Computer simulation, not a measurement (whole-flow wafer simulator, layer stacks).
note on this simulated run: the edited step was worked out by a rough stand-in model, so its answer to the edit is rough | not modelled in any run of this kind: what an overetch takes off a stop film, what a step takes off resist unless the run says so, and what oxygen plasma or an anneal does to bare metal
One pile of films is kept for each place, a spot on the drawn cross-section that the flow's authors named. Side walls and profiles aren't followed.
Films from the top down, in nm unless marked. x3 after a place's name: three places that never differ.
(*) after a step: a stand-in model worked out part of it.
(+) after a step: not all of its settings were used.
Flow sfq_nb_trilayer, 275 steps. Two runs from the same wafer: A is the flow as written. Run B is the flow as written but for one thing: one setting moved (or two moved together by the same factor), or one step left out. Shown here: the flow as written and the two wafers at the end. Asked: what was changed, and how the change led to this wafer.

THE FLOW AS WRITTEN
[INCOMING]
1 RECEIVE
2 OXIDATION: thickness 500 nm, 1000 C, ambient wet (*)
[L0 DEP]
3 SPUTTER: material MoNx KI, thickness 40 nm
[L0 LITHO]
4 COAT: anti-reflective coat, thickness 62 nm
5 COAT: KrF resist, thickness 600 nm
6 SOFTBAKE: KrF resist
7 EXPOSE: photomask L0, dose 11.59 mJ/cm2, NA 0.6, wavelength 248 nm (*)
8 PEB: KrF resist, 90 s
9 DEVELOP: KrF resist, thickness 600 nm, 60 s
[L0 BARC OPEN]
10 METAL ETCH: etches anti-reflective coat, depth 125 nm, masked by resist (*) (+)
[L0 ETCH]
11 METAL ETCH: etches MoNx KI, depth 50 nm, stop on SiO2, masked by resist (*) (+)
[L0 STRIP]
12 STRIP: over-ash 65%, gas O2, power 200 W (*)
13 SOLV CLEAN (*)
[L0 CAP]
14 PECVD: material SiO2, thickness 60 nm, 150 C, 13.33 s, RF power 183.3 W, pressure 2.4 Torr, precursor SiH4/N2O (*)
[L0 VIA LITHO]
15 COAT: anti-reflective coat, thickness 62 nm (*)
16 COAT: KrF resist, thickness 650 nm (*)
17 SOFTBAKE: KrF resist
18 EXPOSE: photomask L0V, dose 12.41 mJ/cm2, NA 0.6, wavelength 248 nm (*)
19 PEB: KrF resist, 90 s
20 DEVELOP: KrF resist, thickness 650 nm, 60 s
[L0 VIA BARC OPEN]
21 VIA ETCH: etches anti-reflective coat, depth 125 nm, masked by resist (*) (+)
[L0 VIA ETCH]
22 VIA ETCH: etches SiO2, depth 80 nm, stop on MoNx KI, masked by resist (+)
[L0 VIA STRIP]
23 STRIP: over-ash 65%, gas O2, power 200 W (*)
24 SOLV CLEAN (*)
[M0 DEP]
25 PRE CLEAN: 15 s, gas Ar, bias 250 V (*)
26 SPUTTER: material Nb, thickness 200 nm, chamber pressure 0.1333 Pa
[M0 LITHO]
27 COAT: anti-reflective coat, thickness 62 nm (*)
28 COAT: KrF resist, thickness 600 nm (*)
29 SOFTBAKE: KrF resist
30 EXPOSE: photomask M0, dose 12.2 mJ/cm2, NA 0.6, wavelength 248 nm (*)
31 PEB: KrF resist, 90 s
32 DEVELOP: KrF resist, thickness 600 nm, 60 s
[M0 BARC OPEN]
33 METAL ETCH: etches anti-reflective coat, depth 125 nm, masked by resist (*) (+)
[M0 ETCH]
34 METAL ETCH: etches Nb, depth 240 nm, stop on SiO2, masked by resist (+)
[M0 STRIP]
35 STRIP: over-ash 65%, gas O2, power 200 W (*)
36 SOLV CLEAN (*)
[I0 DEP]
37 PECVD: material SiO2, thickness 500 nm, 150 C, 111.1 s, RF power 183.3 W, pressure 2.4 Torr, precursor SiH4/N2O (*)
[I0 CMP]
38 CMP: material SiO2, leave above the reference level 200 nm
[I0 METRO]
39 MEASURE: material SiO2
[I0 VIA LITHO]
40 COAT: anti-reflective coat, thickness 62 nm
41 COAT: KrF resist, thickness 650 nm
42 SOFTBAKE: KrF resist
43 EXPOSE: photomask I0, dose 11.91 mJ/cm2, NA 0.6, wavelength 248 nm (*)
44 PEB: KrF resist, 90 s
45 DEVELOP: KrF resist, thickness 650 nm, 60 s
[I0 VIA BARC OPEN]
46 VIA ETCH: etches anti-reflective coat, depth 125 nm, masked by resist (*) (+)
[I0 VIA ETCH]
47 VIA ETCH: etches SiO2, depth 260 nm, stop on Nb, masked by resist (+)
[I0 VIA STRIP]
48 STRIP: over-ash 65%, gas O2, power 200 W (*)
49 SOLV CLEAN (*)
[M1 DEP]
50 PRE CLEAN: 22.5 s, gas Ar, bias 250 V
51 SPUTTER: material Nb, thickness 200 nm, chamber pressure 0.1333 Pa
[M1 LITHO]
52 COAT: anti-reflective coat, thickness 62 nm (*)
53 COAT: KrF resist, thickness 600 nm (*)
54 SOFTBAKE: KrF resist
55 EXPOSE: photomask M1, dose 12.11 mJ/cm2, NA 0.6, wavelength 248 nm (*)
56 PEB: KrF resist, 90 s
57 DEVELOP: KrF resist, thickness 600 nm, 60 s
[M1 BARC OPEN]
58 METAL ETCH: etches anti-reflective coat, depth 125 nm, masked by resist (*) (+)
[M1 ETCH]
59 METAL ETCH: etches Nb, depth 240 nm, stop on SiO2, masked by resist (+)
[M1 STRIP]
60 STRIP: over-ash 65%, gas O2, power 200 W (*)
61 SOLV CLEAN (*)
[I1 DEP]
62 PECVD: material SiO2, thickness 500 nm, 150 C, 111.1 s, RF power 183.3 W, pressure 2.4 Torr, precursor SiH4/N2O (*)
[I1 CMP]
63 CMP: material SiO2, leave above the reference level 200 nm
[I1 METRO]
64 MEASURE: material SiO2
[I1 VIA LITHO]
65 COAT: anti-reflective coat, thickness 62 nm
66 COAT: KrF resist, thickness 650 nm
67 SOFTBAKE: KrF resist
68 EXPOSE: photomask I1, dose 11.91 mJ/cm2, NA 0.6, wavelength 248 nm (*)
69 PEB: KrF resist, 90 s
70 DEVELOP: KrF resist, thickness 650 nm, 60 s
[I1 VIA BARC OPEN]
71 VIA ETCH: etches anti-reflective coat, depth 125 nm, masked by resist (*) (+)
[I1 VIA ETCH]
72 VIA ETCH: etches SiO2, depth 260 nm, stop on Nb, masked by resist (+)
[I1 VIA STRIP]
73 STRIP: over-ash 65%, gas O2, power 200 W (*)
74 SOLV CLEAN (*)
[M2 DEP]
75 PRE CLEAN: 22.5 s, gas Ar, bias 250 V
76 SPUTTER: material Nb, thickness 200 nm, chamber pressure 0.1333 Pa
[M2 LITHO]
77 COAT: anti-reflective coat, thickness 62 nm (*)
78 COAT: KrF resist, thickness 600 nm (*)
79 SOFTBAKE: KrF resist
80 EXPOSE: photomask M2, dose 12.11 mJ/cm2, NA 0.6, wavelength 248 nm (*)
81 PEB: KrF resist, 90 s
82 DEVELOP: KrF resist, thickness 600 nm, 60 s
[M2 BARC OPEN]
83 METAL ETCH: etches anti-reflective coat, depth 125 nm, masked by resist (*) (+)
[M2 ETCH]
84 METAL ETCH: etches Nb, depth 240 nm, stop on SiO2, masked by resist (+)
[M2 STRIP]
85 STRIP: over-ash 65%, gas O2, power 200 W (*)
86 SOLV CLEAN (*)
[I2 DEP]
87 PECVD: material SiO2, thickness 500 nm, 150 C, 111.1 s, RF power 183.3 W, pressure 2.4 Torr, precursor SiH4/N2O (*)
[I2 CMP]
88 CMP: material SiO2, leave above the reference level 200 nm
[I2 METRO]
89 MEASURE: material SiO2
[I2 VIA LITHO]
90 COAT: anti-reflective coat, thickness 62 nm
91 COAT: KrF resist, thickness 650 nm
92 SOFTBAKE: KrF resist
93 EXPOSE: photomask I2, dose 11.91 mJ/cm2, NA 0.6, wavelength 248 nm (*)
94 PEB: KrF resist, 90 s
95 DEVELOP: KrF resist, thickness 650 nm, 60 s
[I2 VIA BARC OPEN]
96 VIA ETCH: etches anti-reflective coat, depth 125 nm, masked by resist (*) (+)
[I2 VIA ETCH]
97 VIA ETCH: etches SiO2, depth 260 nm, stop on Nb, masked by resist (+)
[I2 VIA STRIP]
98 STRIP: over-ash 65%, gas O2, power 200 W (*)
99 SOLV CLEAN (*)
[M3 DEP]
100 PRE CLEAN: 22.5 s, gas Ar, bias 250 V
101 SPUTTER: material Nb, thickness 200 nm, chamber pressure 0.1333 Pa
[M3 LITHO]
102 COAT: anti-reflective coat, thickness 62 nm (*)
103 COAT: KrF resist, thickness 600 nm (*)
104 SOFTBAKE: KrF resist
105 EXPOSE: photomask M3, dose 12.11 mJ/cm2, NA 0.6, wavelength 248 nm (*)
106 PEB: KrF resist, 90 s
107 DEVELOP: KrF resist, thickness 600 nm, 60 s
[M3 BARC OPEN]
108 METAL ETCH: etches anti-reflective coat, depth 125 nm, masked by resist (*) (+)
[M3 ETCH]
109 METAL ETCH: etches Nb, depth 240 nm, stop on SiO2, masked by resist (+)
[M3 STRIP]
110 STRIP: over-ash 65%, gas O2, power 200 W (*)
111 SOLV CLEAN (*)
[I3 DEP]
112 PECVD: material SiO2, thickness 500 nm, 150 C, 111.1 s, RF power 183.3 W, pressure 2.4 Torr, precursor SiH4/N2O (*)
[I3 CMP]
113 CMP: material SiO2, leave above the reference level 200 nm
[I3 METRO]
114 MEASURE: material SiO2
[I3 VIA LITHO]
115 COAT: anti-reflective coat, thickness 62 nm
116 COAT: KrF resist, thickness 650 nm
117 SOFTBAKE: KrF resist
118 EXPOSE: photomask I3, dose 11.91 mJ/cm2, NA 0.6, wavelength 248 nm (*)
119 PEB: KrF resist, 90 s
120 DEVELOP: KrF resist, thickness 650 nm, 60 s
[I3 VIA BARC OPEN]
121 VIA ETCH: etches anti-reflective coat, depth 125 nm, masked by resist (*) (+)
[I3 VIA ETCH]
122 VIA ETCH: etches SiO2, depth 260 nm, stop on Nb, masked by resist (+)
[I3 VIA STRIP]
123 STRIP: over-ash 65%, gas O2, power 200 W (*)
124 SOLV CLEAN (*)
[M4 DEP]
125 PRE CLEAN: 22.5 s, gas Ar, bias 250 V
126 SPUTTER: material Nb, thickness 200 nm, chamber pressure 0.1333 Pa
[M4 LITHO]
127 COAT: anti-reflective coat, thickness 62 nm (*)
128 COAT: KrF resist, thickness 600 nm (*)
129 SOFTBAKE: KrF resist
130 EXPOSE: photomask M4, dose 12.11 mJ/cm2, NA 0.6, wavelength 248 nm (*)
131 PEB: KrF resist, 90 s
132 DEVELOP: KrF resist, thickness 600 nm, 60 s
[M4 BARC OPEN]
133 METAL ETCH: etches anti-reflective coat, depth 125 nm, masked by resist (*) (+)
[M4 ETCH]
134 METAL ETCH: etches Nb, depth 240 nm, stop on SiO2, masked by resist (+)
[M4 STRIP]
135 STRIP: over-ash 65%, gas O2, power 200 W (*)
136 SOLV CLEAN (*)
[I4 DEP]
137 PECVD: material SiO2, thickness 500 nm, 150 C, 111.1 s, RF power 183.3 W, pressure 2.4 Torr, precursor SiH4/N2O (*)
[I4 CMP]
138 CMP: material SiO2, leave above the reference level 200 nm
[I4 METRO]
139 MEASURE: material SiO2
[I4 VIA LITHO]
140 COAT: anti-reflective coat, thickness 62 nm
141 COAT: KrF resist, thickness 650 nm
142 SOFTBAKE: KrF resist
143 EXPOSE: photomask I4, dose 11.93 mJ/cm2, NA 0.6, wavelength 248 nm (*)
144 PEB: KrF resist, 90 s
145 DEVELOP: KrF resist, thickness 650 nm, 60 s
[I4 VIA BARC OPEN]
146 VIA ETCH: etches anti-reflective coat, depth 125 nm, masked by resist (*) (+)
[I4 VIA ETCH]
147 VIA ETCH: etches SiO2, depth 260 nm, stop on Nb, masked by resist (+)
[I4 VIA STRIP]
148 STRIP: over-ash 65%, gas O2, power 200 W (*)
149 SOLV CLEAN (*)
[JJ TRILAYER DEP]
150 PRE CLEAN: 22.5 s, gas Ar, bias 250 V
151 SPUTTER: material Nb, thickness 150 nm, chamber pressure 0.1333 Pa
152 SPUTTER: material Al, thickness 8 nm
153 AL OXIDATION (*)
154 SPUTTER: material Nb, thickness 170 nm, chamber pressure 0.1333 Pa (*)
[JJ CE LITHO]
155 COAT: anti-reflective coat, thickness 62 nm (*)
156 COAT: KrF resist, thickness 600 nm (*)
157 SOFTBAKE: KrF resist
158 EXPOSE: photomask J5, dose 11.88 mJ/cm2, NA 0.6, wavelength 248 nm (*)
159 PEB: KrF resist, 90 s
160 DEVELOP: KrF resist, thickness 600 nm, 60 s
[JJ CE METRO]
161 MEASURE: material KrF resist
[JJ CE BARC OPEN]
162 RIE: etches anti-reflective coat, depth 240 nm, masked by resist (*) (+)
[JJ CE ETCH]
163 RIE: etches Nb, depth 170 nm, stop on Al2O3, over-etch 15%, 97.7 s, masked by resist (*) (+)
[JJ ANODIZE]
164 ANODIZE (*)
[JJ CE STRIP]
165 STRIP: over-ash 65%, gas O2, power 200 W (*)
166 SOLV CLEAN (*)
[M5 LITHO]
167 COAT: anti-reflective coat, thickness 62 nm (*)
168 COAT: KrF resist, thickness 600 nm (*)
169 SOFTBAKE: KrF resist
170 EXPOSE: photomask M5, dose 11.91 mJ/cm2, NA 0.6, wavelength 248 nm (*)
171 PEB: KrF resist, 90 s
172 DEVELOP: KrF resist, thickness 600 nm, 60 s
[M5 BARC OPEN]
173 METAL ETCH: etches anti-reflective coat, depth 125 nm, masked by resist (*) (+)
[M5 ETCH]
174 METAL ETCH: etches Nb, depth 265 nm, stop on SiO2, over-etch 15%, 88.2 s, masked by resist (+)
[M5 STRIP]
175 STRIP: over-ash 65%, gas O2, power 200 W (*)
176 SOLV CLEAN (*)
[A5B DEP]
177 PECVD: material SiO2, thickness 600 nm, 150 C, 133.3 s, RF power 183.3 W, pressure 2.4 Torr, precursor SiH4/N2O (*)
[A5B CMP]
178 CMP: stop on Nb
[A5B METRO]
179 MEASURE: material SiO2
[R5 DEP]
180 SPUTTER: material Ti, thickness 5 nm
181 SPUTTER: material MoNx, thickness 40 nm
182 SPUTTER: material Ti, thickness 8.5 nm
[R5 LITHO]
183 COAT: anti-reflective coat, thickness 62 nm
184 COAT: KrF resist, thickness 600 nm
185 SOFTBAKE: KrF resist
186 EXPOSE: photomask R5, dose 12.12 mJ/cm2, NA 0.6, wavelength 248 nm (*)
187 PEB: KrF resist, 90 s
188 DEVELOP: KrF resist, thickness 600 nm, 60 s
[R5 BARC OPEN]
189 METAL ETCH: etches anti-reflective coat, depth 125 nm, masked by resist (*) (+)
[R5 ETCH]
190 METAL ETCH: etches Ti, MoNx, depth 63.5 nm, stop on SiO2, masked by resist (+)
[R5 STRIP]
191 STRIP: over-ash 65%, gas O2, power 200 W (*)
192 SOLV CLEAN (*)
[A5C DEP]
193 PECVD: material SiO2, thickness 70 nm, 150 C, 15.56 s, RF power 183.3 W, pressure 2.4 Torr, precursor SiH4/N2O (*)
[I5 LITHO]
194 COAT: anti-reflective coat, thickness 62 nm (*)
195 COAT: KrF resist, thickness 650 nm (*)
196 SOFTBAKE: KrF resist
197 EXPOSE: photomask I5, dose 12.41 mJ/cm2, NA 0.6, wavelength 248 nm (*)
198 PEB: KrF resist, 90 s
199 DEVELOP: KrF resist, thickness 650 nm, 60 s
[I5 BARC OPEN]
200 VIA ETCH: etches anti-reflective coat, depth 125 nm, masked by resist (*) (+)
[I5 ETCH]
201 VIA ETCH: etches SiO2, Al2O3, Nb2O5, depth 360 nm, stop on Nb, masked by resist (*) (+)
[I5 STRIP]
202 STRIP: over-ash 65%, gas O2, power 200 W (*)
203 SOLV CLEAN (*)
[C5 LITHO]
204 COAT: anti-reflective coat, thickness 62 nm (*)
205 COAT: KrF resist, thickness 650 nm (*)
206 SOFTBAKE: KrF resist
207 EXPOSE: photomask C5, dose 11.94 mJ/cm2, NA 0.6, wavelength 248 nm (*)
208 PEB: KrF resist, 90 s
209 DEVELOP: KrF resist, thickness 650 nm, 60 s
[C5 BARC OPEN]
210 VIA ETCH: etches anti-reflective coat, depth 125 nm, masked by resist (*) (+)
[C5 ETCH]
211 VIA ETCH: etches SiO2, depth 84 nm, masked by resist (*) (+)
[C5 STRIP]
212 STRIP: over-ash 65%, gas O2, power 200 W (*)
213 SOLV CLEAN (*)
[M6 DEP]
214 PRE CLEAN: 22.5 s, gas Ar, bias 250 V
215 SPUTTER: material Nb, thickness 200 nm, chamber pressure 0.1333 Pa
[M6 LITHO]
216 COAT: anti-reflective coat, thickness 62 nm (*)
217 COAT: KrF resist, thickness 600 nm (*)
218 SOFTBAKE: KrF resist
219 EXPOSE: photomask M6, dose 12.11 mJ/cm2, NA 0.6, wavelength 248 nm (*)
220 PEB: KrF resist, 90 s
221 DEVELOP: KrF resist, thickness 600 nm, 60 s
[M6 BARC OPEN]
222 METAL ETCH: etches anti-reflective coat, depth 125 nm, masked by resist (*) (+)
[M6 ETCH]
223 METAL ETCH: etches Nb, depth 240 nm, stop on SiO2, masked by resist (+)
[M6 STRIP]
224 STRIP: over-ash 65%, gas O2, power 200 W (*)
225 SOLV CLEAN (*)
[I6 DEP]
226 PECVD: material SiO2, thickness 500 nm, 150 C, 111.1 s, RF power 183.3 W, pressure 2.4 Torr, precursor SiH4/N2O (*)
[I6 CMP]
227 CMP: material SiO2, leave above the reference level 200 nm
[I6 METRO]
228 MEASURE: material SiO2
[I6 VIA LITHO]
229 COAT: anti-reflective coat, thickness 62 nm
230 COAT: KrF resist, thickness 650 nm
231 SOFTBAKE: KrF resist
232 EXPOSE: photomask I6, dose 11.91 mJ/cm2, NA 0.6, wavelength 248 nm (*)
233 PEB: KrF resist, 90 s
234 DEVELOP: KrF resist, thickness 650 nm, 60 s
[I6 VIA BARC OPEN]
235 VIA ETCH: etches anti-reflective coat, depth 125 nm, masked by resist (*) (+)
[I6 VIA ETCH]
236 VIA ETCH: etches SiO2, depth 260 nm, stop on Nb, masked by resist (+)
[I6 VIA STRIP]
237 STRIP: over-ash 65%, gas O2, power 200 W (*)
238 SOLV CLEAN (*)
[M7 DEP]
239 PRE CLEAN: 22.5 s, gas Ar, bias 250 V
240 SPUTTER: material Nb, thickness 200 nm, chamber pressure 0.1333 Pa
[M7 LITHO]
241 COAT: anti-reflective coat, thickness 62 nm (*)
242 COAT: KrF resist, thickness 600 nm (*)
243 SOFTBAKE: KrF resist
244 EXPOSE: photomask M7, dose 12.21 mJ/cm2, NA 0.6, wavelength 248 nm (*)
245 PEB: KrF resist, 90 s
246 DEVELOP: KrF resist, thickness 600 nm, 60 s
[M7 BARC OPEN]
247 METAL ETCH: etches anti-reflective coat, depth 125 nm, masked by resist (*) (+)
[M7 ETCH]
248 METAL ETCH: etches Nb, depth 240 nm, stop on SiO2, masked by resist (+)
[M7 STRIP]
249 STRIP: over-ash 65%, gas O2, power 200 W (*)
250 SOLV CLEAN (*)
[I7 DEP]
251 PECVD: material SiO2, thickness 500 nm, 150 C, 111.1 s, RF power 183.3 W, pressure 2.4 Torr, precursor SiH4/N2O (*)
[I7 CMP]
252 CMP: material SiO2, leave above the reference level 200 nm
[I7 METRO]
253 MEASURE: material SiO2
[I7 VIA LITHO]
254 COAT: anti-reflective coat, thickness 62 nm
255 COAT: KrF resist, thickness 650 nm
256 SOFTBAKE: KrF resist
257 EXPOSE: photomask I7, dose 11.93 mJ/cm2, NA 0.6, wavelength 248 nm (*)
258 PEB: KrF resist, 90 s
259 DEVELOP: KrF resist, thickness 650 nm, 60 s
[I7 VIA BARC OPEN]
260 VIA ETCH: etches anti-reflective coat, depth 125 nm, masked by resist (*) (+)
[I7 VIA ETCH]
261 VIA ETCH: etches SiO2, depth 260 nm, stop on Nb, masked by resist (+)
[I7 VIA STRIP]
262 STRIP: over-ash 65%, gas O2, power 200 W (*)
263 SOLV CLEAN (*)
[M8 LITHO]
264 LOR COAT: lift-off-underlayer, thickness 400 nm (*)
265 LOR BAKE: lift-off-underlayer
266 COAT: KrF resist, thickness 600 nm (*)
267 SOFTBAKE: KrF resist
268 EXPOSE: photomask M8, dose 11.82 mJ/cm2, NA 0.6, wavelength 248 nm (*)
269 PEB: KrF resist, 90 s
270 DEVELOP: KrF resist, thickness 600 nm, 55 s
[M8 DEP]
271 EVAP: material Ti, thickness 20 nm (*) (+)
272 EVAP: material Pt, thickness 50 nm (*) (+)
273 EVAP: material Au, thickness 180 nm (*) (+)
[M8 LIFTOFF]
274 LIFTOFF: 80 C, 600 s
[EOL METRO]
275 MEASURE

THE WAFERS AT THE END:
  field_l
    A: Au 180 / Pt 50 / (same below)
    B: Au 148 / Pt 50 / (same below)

The cause: step 273, EVAP: thickness 148 nm was run, where the flow has thickness 180 nm.
It can be read off the wafer: field_l has Au 148, and step 273 as written asks for 180 nm.

How the change led to this, step by step:
  273 EVAP: material Au, thickness 180 nm (*) (+)
      field_l, v_sur, via_wl and 103 more: A Au +180 (new film) | B Au +148 (new film)
  274 LIFTOFF: 80 C, 600 s
      p4_fl x3, p4_w1 x9, p4_g1 x2 and 60 more: A Au -180 (all of it), Pt -50 (all of it), Ti -20 (all of it), KrF resist -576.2 (all of it), lift-off-underlayer -400 (all of it) | B Au -148 (all of it), Pt -50 (all of it), Ti -20 (all of it), KrF resist -576.2 (all of it), lift-off-underlayer -400 (all of it)
      c5j, ce_r: A Au -180 (all of it), Pt -50 (all of it), Ti -20 (all of it), KrF resist -573.3 (all of it), lift-off-underlayer -399.3 (all of it) | B Au -148 (all of it), Pt -50 (all of it), Ti -20 (all of it), KrF resist -573.3 (all of it), lift-off-underlayer -399.3 (all of it)
      (and at 19 more places)
